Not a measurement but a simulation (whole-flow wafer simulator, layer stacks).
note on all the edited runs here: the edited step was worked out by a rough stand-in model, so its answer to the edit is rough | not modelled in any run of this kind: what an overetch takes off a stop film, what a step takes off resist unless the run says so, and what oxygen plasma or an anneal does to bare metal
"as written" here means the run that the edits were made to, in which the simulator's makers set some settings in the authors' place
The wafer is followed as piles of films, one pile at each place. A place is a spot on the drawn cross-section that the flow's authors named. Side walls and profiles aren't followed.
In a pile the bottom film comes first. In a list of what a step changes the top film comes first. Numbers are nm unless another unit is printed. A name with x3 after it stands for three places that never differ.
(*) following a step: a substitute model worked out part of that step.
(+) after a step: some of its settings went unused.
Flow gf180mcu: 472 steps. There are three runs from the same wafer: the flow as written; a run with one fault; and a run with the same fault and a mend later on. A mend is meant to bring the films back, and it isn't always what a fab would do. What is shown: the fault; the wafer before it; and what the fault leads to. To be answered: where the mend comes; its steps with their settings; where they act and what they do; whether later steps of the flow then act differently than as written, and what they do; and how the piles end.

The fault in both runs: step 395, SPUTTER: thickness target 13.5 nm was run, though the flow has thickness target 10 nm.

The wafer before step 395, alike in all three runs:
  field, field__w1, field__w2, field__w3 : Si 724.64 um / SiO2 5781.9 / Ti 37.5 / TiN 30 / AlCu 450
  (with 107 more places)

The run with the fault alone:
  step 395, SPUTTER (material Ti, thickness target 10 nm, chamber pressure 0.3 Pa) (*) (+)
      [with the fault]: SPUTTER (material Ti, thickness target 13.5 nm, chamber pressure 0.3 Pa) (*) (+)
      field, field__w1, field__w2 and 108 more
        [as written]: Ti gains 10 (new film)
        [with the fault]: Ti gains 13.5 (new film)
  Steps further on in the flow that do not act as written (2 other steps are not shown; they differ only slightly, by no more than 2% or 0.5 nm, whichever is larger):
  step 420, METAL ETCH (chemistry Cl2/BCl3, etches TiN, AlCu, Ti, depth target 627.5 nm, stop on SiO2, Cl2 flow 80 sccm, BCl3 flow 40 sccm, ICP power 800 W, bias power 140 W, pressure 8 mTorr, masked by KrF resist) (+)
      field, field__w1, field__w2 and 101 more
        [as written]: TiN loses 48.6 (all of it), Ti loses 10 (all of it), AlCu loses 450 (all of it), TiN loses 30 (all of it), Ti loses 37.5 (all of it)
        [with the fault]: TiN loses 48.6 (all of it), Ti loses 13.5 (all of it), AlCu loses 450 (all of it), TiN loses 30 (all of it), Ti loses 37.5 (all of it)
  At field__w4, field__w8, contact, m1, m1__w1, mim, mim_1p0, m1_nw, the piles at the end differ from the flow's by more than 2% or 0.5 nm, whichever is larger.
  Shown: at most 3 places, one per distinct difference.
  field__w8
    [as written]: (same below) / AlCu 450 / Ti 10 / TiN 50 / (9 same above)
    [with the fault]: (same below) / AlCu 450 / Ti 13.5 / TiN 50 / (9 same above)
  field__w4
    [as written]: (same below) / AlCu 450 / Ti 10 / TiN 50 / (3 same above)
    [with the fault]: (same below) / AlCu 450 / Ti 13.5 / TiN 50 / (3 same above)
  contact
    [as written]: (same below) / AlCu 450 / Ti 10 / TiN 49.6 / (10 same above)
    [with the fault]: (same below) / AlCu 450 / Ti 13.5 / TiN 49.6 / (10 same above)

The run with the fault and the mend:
  The mend stands after step 419.
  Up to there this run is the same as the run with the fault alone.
  step 420, METAL ETCH (chemistry Cl2/BCl3, etches TiN, AlCu, Ti, depth target 631 nm, stop on SiO2, Cl2 flow 80 sccm, BCl3 flow 40 sccm, ICP power 800 W, bias power 140 W, pressure 8 mTorr, masked by KrF resist) (+) (the flow's step 420; as written it has depth target 627.5 nm)
      field, field__w1, field__w2 and 101 more
        TiN loses 48.6 (all of it), Ti loses 13.5 (all of it), AlCu loses 450 (all of it), TiN loses 30 (all of it), Ti loses 37.5 (all of it)
      field__w4, field__w8, contact, m1, m1__w1, mim, mim_1p0, m1_nw
        KrF resist loses 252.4
  Every later step of the flow that is run acts as written, at every place that is followed, to within 2% or 0.5 nm, whichever is larger.
  At field__w4, field__w8, contact, m1, m1__w1, mim, mim_1p0, m1_nw, the piles at the end differ from the flow's by more than 2% or 0.5 nm, whichever is larger.
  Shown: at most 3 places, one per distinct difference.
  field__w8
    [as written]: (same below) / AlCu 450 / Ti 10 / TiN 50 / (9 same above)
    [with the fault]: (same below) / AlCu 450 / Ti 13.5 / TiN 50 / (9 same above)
    [with the mend]: (same below) / AlCu 450 / Ti 13.5 / TiN 50 / (9 same above)
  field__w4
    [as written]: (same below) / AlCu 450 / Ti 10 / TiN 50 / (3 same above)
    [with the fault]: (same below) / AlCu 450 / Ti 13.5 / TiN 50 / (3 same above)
    [with the mend]: (same below) / AlCu 450 / Ti 13.5 / TiN 50 / (3 same above)
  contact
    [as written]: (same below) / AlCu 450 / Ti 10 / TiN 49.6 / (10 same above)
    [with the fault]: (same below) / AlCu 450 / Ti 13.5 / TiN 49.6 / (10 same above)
    [with the mend]: (same below) / AlCu 450 / Ti 13.5 / TiN 49.6 / (10 same above)
